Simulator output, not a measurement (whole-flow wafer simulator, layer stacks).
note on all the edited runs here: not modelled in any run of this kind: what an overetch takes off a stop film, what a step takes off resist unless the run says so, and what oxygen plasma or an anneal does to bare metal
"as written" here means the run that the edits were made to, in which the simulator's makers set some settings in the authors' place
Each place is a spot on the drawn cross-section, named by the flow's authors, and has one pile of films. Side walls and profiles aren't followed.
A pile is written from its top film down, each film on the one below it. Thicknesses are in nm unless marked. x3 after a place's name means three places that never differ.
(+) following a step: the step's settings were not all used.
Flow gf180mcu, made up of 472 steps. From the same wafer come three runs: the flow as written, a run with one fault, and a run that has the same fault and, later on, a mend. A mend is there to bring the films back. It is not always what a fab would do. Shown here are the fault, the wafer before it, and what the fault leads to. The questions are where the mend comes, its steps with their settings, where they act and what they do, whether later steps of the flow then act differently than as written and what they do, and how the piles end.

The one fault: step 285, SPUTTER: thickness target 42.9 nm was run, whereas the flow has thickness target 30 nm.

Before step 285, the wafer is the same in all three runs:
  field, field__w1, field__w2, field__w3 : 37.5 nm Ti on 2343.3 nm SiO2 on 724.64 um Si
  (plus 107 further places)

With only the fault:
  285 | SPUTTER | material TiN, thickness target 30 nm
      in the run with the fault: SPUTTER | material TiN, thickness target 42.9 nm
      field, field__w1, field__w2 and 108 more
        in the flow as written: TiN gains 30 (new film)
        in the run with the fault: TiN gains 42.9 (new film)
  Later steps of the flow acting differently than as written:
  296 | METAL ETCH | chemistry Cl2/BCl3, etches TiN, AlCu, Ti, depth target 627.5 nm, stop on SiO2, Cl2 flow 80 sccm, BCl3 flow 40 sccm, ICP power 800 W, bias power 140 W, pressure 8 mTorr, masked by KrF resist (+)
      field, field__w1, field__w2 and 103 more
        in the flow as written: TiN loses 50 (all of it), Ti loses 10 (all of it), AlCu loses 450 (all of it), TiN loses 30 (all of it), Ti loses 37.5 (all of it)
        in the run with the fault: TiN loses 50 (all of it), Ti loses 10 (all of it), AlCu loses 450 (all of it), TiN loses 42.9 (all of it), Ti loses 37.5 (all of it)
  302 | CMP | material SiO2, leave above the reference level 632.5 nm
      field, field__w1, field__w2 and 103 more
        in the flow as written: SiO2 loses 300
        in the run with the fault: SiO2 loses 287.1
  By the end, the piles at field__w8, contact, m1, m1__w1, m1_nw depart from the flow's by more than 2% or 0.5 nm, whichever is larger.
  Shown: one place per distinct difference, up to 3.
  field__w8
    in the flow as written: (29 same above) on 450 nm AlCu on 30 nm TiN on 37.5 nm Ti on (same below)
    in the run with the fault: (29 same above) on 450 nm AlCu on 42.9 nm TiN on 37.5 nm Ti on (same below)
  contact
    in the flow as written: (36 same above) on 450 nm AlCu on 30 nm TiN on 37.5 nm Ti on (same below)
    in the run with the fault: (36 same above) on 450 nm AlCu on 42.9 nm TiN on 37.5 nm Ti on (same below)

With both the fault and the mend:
  After step 285 comes the mend.
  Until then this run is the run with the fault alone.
  285a | METAL ETCH | chemistry Cl2/BCl3, etches TiN, AlCu, Ti, depth target 12.9 nm, Cl2 flow 80 sccm, BCl3 flow 40 sccm, ICP power 800 W, bias power 140 W, pressure 8 mTorr (a further turn of the flow's step 260, with different settings)
      field, field__w1, field__w2 and 108 more
        TiN loses 12.9
  None of the later steps of the flow acts differently than as written at any place that is followed.
  By the end, the piles equal the flow's at every place that both follow.
